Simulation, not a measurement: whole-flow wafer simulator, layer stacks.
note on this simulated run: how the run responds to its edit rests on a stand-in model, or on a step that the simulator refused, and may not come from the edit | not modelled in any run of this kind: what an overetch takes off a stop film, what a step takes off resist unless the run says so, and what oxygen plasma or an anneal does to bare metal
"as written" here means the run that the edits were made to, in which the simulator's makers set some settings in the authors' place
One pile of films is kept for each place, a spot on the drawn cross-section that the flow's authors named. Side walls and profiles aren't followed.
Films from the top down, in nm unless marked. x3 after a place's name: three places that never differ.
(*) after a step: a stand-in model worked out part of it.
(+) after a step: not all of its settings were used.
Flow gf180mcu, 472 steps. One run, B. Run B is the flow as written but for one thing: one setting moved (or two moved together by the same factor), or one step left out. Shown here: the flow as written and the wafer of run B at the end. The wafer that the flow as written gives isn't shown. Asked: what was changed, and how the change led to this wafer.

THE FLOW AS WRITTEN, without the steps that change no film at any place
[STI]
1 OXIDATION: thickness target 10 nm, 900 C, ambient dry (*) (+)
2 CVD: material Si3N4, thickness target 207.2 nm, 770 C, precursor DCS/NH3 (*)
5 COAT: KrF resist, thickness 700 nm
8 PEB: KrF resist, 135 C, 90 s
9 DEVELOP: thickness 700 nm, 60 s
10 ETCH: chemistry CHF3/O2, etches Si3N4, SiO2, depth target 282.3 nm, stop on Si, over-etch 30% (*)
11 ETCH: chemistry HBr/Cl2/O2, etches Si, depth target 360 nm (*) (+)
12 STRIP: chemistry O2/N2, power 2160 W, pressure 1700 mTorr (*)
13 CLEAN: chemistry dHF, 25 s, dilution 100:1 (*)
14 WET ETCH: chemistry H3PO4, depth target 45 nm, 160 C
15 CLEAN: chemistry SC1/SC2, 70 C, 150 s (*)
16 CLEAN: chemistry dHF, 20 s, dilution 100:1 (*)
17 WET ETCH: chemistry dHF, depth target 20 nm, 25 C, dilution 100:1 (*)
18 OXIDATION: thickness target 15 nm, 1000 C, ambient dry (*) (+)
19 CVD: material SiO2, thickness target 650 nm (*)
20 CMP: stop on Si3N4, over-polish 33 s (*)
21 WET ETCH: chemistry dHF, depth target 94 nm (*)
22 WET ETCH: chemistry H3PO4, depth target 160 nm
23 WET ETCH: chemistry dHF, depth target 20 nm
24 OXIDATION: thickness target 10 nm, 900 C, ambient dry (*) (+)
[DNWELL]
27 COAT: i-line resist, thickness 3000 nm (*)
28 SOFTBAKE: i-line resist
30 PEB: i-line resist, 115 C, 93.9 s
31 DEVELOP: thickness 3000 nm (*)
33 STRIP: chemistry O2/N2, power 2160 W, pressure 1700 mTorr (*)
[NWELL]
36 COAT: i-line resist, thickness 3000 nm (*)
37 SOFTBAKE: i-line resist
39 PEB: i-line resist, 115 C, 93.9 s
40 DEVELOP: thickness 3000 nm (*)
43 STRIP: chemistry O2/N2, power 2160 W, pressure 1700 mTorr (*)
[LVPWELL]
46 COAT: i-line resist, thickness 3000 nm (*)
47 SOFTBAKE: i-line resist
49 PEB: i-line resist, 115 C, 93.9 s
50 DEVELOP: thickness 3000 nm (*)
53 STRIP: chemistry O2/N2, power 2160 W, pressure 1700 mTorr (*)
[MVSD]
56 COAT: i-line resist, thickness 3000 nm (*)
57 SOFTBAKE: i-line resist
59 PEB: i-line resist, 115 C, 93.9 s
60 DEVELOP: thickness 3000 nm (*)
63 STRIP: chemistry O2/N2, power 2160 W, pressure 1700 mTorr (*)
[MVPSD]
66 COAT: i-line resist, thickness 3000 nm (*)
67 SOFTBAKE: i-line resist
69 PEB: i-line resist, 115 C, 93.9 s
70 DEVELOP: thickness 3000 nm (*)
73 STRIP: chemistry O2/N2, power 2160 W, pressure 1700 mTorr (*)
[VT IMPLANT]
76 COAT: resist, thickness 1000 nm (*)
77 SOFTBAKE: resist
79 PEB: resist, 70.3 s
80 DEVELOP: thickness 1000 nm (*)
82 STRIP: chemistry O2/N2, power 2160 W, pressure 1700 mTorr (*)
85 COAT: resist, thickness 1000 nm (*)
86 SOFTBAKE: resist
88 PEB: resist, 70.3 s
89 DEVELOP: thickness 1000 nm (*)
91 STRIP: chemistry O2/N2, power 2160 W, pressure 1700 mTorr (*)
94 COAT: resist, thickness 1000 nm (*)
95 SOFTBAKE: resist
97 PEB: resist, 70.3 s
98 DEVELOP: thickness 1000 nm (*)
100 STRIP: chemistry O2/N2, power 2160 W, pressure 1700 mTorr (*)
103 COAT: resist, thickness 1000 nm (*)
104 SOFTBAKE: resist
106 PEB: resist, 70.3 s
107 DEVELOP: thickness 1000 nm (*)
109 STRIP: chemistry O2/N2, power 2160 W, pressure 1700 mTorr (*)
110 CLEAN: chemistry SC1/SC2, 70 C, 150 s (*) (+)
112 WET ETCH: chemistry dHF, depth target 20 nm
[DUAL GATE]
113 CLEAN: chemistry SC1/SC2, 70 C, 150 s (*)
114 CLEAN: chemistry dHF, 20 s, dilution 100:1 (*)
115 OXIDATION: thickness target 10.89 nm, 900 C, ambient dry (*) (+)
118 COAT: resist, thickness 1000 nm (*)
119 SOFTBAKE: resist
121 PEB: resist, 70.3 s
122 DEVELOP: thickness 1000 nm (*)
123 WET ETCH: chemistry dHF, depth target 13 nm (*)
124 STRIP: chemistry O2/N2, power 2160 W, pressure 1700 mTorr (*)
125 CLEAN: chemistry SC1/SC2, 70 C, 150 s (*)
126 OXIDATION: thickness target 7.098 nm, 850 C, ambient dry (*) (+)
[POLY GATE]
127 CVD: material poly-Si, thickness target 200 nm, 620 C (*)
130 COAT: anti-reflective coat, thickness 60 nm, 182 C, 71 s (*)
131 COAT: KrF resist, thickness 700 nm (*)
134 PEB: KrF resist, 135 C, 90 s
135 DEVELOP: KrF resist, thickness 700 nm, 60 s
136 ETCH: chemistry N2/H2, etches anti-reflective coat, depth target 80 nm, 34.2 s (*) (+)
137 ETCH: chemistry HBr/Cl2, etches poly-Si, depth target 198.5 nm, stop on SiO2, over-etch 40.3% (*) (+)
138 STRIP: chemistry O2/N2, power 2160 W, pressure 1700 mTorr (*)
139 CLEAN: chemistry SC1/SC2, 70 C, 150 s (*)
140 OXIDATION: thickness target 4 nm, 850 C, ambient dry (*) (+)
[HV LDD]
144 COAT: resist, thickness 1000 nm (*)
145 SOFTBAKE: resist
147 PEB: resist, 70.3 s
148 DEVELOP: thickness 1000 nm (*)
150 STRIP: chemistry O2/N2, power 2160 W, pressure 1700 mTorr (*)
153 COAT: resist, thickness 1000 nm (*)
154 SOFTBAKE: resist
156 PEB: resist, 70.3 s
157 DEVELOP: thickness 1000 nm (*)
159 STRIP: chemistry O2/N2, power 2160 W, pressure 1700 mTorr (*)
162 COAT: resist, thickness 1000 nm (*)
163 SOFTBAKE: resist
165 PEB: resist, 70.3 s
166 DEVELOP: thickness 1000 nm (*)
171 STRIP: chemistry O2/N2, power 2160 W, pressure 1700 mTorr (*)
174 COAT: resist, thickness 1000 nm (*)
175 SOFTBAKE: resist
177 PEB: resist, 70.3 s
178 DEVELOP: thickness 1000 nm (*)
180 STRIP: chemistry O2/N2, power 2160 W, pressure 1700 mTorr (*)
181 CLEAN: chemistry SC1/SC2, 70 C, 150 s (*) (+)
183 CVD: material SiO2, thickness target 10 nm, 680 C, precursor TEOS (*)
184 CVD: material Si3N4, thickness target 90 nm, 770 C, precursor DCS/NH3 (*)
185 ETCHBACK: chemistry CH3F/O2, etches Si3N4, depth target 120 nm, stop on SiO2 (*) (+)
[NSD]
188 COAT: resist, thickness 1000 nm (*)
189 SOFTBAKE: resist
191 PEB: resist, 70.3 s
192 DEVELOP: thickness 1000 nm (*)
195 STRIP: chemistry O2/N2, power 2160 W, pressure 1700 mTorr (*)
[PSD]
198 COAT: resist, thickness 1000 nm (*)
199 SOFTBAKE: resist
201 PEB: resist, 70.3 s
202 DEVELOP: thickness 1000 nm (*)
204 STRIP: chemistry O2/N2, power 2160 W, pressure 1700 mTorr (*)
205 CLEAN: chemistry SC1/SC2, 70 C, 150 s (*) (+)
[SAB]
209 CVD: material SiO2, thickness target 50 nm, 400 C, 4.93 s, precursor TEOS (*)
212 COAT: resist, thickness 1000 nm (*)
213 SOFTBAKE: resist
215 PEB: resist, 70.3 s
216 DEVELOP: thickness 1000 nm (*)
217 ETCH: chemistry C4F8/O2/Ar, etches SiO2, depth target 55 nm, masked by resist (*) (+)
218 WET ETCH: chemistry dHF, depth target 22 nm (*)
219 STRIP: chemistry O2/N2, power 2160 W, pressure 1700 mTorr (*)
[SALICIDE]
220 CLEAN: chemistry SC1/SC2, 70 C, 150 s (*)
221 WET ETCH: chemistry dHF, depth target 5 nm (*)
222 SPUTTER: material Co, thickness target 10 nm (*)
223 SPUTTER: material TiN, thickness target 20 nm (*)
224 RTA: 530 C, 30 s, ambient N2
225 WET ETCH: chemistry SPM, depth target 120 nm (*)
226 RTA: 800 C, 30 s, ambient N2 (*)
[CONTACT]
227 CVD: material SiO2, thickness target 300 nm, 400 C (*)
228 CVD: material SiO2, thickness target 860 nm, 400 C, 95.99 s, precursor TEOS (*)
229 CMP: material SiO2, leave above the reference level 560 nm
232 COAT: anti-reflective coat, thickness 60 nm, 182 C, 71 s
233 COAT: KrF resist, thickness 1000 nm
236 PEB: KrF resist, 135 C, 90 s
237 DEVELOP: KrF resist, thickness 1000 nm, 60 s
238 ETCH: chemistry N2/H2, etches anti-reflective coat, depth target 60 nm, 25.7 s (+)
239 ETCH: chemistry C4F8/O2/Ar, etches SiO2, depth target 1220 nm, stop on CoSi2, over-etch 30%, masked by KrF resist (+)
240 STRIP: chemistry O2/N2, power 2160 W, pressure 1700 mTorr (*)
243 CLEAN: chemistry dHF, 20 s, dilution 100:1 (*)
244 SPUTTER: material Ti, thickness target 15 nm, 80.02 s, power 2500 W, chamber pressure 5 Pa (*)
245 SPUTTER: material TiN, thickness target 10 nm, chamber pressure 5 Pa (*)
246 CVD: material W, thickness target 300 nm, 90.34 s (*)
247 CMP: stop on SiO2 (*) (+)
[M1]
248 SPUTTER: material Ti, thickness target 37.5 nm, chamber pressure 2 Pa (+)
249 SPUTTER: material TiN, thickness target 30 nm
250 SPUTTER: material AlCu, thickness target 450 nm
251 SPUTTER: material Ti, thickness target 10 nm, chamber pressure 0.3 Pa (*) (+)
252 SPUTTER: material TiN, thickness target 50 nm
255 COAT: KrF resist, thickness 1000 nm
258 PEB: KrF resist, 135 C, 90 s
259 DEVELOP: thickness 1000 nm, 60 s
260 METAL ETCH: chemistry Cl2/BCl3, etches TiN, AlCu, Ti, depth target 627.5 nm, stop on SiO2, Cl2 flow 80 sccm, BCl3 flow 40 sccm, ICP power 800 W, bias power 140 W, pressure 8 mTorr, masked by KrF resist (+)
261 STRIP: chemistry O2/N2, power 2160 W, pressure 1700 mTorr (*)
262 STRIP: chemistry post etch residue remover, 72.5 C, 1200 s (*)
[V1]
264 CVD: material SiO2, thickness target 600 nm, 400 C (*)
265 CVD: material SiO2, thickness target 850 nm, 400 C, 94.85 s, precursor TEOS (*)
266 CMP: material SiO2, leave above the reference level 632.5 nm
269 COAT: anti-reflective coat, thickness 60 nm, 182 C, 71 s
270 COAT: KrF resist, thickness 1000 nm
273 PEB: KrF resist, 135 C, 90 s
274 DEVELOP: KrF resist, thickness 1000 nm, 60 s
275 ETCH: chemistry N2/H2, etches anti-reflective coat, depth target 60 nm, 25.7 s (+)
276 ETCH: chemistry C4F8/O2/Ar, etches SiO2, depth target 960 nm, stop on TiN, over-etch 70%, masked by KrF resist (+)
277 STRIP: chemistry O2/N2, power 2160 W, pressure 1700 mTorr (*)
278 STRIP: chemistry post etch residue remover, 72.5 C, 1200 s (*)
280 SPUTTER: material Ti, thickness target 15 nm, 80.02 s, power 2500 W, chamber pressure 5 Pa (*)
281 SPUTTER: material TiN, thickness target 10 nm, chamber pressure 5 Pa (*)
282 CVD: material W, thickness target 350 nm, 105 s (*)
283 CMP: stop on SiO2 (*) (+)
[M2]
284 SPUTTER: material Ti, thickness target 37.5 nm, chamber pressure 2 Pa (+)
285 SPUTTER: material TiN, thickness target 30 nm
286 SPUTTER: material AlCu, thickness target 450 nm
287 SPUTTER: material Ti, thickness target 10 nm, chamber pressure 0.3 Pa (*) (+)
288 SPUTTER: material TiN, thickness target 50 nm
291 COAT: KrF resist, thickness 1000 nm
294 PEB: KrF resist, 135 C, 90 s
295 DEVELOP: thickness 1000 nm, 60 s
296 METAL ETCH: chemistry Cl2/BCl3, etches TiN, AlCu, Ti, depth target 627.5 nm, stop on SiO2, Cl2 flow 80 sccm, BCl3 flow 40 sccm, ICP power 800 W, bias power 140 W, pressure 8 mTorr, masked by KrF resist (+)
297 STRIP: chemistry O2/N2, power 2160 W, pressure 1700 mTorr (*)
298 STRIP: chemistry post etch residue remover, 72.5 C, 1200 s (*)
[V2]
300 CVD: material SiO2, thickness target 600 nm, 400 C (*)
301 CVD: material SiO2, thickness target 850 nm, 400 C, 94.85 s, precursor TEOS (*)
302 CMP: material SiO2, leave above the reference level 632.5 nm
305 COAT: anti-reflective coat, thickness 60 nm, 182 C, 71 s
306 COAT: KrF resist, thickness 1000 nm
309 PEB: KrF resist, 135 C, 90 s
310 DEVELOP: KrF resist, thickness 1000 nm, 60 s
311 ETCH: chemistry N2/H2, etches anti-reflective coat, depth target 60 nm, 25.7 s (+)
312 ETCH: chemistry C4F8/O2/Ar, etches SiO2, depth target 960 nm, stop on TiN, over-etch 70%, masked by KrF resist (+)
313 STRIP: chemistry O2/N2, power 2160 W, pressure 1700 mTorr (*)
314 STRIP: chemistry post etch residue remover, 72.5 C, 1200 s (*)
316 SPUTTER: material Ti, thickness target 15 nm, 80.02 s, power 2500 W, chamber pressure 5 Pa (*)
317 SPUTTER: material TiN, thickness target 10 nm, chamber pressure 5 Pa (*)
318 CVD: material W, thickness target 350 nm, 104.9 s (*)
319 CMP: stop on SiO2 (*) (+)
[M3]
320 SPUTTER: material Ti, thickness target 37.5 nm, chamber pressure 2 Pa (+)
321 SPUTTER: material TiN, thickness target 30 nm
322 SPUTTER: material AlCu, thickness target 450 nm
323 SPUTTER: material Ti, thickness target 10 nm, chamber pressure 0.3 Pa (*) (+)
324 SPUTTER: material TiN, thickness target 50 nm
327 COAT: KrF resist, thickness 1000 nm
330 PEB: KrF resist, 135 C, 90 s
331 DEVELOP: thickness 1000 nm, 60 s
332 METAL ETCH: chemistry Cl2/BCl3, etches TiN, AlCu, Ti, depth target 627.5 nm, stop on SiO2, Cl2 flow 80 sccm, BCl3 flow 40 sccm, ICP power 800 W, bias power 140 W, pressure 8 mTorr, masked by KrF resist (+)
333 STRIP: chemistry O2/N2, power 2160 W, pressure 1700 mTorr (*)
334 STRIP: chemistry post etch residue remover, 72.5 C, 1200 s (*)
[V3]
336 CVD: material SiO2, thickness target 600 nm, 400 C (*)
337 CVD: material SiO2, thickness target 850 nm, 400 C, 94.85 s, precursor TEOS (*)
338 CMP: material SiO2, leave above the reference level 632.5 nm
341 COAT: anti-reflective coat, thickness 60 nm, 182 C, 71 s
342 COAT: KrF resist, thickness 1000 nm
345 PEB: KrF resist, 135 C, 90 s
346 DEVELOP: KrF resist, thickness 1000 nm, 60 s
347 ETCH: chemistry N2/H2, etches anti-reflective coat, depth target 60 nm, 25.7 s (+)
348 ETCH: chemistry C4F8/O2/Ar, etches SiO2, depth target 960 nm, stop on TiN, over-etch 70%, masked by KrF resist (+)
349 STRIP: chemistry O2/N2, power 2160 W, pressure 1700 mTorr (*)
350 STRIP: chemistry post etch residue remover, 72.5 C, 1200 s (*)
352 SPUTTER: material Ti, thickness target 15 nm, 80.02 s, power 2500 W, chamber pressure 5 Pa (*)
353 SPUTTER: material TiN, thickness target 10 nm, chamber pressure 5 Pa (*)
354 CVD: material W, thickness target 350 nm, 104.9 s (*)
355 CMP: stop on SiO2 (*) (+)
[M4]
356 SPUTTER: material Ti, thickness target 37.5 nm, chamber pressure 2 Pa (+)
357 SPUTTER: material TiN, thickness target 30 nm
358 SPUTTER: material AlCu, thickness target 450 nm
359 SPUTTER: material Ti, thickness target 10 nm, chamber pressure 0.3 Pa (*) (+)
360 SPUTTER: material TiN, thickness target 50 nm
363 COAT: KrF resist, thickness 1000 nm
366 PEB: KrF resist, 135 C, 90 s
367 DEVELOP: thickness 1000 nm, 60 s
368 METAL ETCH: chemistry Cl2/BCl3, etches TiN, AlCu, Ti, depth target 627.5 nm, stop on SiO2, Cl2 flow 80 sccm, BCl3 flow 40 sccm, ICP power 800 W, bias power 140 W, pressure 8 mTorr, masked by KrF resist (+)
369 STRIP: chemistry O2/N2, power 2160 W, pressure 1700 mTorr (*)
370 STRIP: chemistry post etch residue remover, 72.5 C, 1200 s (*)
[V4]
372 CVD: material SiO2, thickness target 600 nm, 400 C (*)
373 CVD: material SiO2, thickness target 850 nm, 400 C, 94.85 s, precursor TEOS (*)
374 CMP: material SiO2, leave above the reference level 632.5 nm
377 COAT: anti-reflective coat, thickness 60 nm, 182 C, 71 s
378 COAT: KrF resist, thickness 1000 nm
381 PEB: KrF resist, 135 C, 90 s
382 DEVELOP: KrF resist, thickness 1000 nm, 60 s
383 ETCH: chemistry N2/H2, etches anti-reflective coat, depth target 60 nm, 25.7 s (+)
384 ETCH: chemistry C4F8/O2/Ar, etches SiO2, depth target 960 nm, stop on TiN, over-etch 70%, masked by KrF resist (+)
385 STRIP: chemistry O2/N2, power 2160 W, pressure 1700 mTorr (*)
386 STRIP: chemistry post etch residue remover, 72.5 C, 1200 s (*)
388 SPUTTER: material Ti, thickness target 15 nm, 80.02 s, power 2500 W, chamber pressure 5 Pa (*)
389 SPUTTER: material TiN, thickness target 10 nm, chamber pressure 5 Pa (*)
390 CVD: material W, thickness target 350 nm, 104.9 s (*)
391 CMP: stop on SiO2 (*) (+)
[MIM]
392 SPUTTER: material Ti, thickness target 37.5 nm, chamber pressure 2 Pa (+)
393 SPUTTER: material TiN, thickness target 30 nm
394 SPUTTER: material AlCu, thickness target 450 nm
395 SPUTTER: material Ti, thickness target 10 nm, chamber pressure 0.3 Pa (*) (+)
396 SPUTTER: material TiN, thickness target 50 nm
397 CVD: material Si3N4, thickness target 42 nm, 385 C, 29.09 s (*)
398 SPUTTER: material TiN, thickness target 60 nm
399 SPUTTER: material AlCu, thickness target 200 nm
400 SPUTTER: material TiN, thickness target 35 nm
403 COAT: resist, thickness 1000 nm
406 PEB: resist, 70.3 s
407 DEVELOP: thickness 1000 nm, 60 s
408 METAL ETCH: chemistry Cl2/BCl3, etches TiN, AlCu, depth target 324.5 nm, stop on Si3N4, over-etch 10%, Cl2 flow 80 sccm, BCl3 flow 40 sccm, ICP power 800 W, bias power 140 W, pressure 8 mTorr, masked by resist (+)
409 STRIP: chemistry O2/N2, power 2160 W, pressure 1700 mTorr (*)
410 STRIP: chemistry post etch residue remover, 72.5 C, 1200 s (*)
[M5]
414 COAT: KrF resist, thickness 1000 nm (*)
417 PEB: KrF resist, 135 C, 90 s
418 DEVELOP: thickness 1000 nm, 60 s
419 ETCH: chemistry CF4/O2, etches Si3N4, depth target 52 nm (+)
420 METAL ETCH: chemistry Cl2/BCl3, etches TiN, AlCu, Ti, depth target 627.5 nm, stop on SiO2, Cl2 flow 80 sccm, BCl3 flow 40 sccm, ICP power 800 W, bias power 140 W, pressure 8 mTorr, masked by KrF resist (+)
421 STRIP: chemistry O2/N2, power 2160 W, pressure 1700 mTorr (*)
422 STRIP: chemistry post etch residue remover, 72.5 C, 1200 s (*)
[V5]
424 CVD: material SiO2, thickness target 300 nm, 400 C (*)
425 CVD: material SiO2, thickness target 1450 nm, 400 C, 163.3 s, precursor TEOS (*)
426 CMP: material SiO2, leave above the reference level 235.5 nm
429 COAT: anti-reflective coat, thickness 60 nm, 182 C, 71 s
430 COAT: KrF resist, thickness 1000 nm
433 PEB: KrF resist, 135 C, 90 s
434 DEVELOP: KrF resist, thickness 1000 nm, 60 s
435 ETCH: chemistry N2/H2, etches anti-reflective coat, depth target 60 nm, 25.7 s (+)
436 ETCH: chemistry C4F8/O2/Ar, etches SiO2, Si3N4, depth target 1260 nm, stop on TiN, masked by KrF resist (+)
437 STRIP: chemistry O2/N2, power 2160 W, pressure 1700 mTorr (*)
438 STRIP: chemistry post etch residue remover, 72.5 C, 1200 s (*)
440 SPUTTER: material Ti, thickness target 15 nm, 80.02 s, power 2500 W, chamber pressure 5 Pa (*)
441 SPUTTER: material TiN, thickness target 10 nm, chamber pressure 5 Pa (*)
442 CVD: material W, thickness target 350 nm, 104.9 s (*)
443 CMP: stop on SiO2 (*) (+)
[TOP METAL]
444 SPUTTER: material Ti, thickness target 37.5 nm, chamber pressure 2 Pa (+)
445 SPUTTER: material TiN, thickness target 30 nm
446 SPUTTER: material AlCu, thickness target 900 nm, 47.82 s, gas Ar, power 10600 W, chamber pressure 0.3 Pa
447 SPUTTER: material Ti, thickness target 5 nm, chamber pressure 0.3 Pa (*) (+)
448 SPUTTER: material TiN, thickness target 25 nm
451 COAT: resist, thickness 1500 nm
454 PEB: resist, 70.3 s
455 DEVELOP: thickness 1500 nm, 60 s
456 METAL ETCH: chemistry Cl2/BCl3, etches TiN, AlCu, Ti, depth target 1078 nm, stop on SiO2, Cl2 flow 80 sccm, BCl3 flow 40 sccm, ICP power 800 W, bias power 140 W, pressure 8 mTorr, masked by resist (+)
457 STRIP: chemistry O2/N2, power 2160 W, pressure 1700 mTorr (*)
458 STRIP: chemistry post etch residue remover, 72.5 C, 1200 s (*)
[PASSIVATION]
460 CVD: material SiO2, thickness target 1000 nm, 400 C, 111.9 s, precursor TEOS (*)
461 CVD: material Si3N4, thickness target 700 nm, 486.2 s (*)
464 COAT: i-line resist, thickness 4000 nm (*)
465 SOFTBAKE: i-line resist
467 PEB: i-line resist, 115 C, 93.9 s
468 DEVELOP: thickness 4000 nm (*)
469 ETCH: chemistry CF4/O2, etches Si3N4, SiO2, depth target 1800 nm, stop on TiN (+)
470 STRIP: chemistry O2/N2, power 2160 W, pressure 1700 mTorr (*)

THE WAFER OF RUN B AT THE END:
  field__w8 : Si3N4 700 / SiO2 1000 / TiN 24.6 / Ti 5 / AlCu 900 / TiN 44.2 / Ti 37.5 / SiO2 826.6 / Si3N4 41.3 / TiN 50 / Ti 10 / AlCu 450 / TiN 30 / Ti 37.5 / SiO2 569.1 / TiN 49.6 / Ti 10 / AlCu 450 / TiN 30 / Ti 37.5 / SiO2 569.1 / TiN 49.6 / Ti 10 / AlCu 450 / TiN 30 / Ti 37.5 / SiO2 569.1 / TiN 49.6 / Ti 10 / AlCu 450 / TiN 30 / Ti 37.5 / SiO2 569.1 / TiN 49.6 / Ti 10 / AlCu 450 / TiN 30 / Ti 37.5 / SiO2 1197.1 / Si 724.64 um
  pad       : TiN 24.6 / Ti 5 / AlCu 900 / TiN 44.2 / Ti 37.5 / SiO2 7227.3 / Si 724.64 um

The cause: step 445, SPUTTER: thickness target 44.2 nm was run, where the flow has thickness target 30 nm.
It can be read off the wafer: field__w8 has TiN 44.2, and step 445 as written asks for 30 nm.

How the change led to this, step by step:
  445 SPUTTER: material TiN, thickness target 30 nm
      field, field__w1, field__w2 and 109 more: TiN +44.2 (new film) (as written it would be: TiN +30 (new film))
  456 METAL ETCH: chemistry Cl2/BCl3, etches TiN, AlCu, Ti, depth target 1078 nm, stop on SiO2, Cl2 flow 80 sccm, BCl3 flow 40 sccm, ICP power 800 W, bias power 140 W, pressure 8 mTorr, masked by resist (+)
      field, field__w1, field__w2 and 103 more: TiN -25 (all of it), Ti -5 (all of it), AlCu -900 (all of it), TiN -44.2 (all of it), Ti -37.5 (all of it) (as written it would be: TiN -25 (all of it), Ti -5 (all of it), AlCu -900 (all of it), TiN -30 (all of it), Ti -37.5 (all of it))
  465 SOFTBAKE: i-line resist
      gate: i-line resist -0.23 (as written it would be: i-line resist +1.79)
      ld_acc_p, ld_fp_p, ld_drift_p: i-line resist +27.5 (as written it would be: i-line resist +33.8)
      (and at 58 more places)
